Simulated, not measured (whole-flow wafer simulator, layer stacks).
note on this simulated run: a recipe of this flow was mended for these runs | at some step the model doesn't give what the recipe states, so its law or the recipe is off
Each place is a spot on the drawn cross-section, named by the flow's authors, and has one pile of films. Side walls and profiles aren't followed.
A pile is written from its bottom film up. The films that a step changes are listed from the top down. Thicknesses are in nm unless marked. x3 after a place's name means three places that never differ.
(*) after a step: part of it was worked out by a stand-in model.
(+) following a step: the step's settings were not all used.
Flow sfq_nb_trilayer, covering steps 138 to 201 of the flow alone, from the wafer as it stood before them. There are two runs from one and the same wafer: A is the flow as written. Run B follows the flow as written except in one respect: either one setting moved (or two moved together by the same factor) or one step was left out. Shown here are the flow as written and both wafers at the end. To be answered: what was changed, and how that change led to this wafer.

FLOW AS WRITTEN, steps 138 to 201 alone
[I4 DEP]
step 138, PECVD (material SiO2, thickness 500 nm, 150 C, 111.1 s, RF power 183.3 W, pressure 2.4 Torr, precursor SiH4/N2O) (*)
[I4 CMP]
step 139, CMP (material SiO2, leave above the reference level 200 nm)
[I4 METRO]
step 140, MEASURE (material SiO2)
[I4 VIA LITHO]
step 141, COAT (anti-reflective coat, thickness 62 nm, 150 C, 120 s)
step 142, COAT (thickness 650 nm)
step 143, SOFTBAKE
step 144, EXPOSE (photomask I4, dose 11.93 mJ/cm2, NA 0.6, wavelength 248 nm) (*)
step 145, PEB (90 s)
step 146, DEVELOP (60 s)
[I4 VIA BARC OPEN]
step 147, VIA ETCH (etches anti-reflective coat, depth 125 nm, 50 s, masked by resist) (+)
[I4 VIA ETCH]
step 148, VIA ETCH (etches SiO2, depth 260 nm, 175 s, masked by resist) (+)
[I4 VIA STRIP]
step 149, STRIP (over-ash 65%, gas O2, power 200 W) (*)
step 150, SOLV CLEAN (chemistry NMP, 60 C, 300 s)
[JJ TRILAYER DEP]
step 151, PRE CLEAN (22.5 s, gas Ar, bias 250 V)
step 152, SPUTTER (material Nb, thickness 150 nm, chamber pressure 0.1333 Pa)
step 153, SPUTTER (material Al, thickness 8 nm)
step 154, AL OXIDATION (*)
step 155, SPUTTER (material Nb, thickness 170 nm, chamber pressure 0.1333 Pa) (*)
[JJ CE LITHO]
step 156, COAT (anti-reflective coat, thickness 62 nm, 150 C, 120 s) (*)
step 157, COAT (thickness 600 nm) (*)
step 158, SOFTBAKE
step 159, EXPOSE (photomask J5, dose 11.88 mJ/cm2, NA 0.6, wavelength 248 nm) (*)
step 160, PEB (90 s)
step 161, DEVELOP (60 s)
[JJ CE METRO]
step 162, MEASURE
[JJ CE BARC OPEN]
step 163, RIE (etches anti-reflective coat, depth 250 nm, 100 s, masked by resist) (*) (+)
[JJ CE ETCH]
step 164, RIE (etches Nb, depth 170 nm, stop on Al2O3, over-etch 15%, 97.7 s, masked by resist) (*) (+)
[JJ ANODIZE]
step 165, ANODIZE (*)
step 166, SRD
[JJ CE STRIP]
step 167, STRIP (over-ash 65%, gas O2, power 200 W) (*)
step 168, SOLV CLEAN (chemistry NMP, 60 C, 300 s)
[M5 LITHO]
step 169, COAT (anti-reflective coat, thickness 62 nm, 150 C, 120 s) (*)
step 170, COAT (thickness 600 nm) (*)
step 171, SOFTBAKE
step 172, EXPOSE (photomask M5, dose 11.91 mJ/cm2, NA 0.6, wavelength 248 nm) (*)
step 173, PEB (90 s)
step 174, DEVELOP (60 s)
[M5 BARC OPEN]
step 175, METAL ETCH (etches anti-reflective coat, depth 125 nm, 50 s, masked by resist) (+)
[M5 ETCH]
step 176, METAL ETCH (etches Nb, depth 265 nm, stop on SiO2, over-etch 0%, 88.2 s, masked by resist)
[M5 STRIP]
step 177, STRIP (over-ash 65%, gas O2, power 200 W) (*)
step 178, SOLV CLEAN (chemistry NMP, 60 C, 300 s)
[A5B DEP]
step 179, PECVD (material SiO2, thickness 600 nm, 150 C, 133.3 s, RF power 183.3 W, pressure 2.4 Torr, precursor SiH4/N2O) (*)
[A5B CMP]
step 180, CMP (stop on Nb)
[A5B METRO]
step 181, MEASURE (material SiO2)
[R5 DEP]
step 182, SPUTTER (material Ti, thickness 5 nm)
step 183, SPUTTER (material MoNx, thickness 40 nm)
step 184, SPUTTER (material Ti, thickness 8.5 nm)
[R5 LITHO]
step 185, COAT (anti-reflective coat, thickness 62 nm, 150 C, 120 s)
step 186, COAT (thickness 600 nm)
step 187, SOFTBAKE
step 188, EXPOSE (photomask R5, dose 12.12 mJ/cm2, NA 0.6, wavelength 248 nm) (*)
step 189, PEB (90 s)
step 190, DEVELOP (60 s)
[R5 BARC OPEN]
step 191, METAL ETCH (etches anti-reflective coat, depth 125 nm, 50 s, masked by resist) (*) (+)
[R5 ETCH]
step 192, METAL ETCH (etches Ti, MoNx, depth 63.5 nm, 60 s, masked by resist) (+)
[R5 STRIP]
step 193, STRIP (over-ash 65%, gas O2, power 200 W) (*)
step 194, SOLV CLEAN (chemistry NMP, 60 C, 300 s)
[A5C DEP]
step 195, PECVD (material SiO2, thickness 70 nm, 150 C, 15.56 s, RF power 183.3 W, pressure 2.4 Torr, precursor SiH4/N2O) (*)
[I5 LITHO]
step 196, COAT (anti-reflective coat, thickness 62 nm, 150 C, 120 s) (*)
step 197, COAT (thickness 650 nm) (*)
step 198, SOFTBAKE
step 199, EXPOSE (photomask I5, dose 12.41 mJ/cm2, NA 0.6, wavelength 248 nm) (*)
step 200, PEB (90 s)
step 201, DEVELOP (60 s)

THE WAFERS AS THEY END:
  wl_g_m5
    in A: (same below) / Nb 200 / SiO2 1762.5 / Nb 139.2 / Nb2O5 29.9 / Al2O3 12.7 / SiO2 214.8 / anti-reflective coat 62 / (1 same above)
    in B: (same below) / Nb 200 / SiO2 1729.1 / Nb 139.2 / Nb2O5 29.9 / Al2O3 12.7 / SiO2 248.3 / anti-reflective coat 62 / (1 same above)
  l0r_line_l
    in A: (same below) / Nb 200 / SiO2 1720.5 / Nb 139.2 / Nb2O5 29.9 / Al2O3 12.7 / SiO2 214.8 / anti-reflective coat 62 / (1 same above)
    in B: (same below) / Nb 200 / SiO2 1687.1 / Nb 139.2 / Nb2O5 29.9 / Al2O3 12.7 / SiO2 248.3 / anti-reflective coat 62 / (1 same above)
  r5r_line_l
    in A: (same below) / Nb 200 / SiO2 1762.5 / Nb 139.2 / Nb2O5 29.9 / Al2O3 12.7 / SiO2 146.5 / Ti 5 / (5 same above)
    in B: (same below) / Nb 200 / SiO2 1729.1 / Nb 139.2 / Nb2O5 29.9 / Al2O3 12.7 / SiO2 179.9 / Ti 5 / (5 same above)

The reason: step 138, PECVD: pressure 3.48 Torr was run, though the flow has pressure 2.4 Torr.

Step by step, how the change led to this:
  step 138, PECVD (material SiO2, thickness 500 nm, 150 C, 111.1 s, RF power 183.3 W, pressure 2.4 Torr, precursor SiH4/N2O) (*)
      field_l, be, be_sur and 55 more: A SiO2 gains 500 | B SiO2 gains 370.6
      v_sur, via_wl, via_w and 35 more: A SiO2 gains 500 (new film) | B SiO2 gains 370.6 (new film)
      (as well as at 10 more places)
  step 139, CMP (material SiO2, leave above the reference level 200 nm)
      field_l, be, be_sur and 55 more: A SiO2 loses 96 | B nothing
      p3_s0, p3_s1, p3_s2, p3_s3, p3_s4, p3_s5: A SiO2 loses 157.1 | B nothing
      (as well as at 42 more places)
  step 141, COAT (anti-reflective coat, thickness 62 nm, 150 C, 120 s)
      be, m0r_space_l, m0r_space_r, m6r_space_l x2, m6r_space_r x2: A anti-reflective coat gains 62 (new film) | B anti-reflective coat gains 71.5 (new film)
      m0r_line_l x3, m0r_line_r x3: A anti-reflective coat gains 62 (new film) | B anti-reflective coat gains 68.6 (new film)
      (as well as at 55 more places)
  step 142, COAT (thickness 650 nm)
      lsp_m: A KrF-resist-other-grade gains 650 (new film) | B KrF-resist-other-grade gains 635.8 (new film)
  step 147, VIA ETCH (etches anti-reflective coat, depth 125 nm, 50 s, masked by resist) (+)
      via_wl: A anti-reflective coat loses 62 (all of it), SiO2 loses 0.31 | B anti-reflective coat loses 55.5 (all of it), SiO2 loses 0.35
      via_w: A anti-reflective coat loses 62 (all of it), SiO2 loses 0.31 | B anti-reflective coat loses 59.5 (all of it), SiO2 loses 0.33
  step 149, STRIP (over-ash 65%, gas O2, power 200 W) (*)
      m0r_line_l x3, m0r_line_r x3: A KrF-resist-other-grade loses 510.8 (all of it), anti-reflective coat loses 62 (all of it) | B KrF-resist-other-grade loses 513.9 (all of it), anti-reflective coat loses 68.6 (all of it)
      m0r_space_l, m0r_space_r, m6r_space_l x2, m6r_space_r x2: A KrF-resist-other-grade loses 510.8 (all of it), anti-reflective coat loses 62 (all of it) | B KrF-resist-other-grade loses 511.4 (all of it), anti-reflective coat loses 71.5 (all of it)
      (as well as at 54 more places)
  step 156, COAT (anti-reflective coat, thickness 62 nm, 150 C, 120 s) (*)
      p3_fr, m0r_space_r, m6r_space_r x2: A anti-reflective coat gains 62 (new film) | B anti-reflective coat gains 70.2 (new film)
      wl_g_sr, m0r_space_l, m6r_space_l x2: A anti-reflective coat gains 62 (new film) | B anti-reflective coat gains 70.1 (new film)
      (as well as at 58 more places)
  step 157, COAT (thickness 600 nm) (*)
      via_wl: A KrF-resist-other-grade gains 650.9 (new film) | B KrF-resist-other-grade gains 636.6 (new film)
      lsp_m: A KrF-resist-other-grade gains 599.5 (new film) | B KrF-resist-other-grade gains 586.1 (new film)
  step 161, DEVELOP (60 s)
      via_wl: A KrF-resist-other-grade loses 649.5 (all of it) | B KrF-resist-other-grade loses 635.2 (all of it)
      lsp_m: A KrF-resist-other-grade loses 598.3 (all of it) | B KrF-resist-other-grade loses 584.9 (all of it)
  step 163, RIE (etches anti-reflective coat, depth 250 nm, 100 s, masked by resist) (*) (+)
      p3_fr, m0r_space_r, m6r_space_r x2: A anti-reflective coat loses 62 (all of it) | B anti-reflective coat loses 70.2 (all of it)
      wl_g_sr, m0r_space_l, m6r_space_l x2: A anti-reflective coat loses 62 (all of it) | B anti-reflective coat loses 70.1 (all of it)
      (as well as at 58 more places)
  step 167, STRIP (over-ash 65%, gas O2, power 200 W) (*)
      wl_jj: A KrF-resist-other-grade loses 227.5 (all of it), anti-reflective coat loses 62 (all of it) | B KrF-resist-other-grade loses 222.1 (all of it), anti-reflective coat loses 61.9 (all of it)
  step 169, COAT (anti-reflective coat, thickness 62 nm, 150 C, 120 s) (*)
      m0r_space_l, r5r_line_c, m6r_space_l x2: A anti-reflective coat gains 62 (new film) | B anti-reflective coat gains 68.6 (new film)
      m0r_line_l x3: A anti-reflective coat gains 62 (new film) | B anti-reflective coat gains 66.2 (new film)
      (as well as at 57 more places)
  step 170, COAT (thickness 600 nm) (*)
      via_wl: A KrF-resist-other-grade gains 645 (new film) | B KrF-resist-other-grade gains 631.2 (new film)
      lsp_m: A KrF-resist-other-grade gains 599.8 (new film) | B KrF-resist-other-grade gains 586.6 (new film)
  step 174, DEVELOP (60 s)
      lsp_m: A KrF-resist-other-grade loses 598.6 (all of it) | B KrF-resist-other-grade loses 585.3 (all of it)
  step 175, METAL ETCH (etches anti-reflective coat, depth 125 nm, 50 s, masked by resist) (+)
      p3_s2, p3_s3: A anti-reflective coat loses 62 (all of it), Al2O3 loses 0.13 | B anti-reflective coat loses 75.4 (all of it), Al2O3 loses 0.1
      m5r_space_l, m5r_space_r: A anti-reflective coat loses 62 (all of it), Al2O3 loses 0.13 | B anti-reflective coat loses 66.7 (all of it), Al2O3 loses 0.12
      (as well as at 27 more places)
  step 177, STRIP (over-ash 65%, gas O2, power 200 W) (*)
      m0r_space_l, r5r_line_c, m6r_space_l x2: A KrF-resist-other-grade loses 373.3 (all of it), anti-reflective coat loses 62 (all of it) | B KrF-resist-other-grade loses 373.6 (all of it), anti-reflective coat loses 68.6 (all of it)
      m0r_line_l x3: A KrF-resist-other-grade loses 373.3 (all of it), anti-reflective coat loses 62 (all of it) | B KrF-resist-other-grade loses 375.6 (all of it), anti-reflective coat loses 66.2 (all of it)
      (as well as at 31 more places)
  ... 3 other steps ...
  step 196, COAT (anti-reflective coat, thickness 62 nm, 150 C, 120 s) (*)
      jj_sur: A anti-reflective coat gains 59 (new film) | B anti-reflective coat gains 60.6 (new film)
      ce_l: A anti-reflective coat gains 64.8 (new film) | B anti-reflective coat gains 61.9 (new film)
      (as well as at 3 more places)
